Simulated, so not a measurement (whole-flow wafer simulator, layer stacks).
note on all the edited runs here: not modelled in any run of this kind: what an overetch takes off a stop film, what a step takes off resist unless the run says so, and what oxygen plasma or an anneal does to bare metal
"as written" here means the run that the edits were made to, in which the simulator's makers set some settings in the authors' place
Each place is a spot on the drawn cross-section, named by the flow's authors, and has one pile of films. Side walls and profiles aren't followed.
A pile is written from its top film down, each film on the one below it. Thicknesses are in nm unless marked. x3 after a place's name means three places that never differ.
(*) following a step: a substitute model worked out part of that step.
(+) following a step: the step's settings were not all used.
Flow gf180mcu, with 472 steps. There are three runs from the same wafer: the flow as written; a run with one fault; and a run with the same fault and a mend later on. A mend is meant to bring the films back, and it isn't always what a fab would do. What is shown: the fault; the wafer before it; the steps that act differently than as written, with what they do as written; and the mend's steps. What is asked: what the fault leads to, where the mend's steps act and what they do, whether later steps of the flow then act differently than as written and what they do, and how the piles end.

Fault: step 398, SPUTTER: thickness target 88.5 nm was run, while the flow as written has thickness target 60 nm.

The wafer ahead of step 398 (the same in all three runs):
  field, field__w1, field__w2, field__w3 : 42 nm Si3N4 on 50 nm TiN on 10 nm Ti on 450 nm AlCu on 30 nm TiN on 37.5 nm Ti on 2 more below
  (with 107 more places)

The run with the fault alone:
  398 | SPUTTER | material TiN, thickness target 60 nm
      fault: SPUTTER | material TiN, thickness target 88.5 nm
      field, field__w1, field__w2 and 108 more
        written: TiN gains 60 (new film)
        fault: TiN gains 88.5 (new film)
  Steps later in the flow that act otherwise than as written (4 more steps, not shown, differ only slightly: by at most 2% or 0.5 nm, whichever is larger):
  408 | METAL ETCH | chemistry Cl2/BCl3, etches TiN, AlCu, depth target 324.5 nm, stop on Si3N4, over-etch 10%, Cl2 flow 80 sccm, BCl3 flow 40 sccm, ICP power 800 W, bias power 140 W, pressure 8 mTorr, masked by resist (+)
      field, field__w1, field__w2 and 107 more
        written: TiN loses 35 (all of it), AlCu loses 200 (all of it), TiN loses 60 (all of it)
        fault: TiN loses 35 (all of it), AlCu loses 200 (all of it), TiN loses 88.5 (all of it)
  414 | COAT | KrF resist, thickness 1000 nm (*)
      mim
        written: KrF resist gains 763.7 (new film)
        fault: KrF resist gains 742.2 (new film)
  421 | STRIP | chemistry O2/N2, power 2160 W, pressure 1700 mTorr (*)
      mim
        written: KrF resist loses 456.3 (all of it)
        fault: KrF resist loses 435.1 (all of it)
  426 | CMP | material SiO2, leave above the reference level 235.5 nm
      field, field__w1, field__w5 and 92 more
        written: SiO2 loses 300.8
        fault: SiO2 loses 272.3
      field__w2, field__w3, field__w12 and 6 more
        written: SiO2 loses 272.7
        fault: SiO2 loses 244.2
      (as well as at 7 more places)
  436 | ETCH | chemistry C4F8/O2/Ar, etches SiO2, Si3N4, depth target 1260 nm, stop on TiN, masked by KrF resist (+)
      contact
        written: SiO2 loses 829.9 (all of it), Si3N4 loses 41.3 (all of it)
        fault: SiO2 loses 858.4 (all of it), Si3N4 loses 41.3 (all of it)
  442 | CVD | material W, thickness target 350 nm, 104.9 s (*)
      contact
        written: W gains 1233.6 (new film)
        fault: W gains 1262.3 (new film)
  The piles end different from the flow's at field__w8, contact, m1, m1__w1, mim, m1_nw by more than 2% or 0.5 nm, whichever is larger.
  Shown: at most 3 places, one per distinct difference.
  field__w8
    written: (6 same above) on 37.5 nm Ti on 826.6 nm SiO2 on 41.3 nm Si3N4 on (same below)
    fault: (6 same above) on 37.5 nm Ti on 855.1 nm SiO2 on 41.3 nm Si3N4 on (same below)
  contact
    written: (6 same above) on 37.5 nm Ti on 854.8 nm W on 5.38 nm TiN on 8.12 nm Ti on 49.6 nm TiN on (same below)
    fault: (6 same above) on 37.5 nm Ti on 883.5 nm W on 5.29 nm TiN on 7.99 nm Ti on 49.6 nm TiN on (same below)
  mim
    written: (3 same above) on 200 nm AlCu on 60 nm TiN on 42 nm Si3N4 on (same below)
    fault: (3 same above) on 200 nm AlCu on 88.5 nm TiN on 42 nm Si3N4 on (same below)

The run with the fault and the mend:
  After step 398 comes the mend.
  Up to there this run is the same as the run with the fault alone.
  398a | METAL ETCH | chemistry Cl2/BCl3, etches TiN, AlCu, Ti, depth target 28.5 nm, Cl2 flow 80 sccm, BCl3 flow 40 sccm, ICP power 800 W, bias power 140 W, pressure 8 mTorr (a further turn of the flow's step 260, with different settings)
      field, field__w1, field__w2 and 108 more
        TiN loses 28.5
  Later steps of the flow that are run all act as written at every place that is followed.
  At every place that both follow, the piles at the end match the flow's.
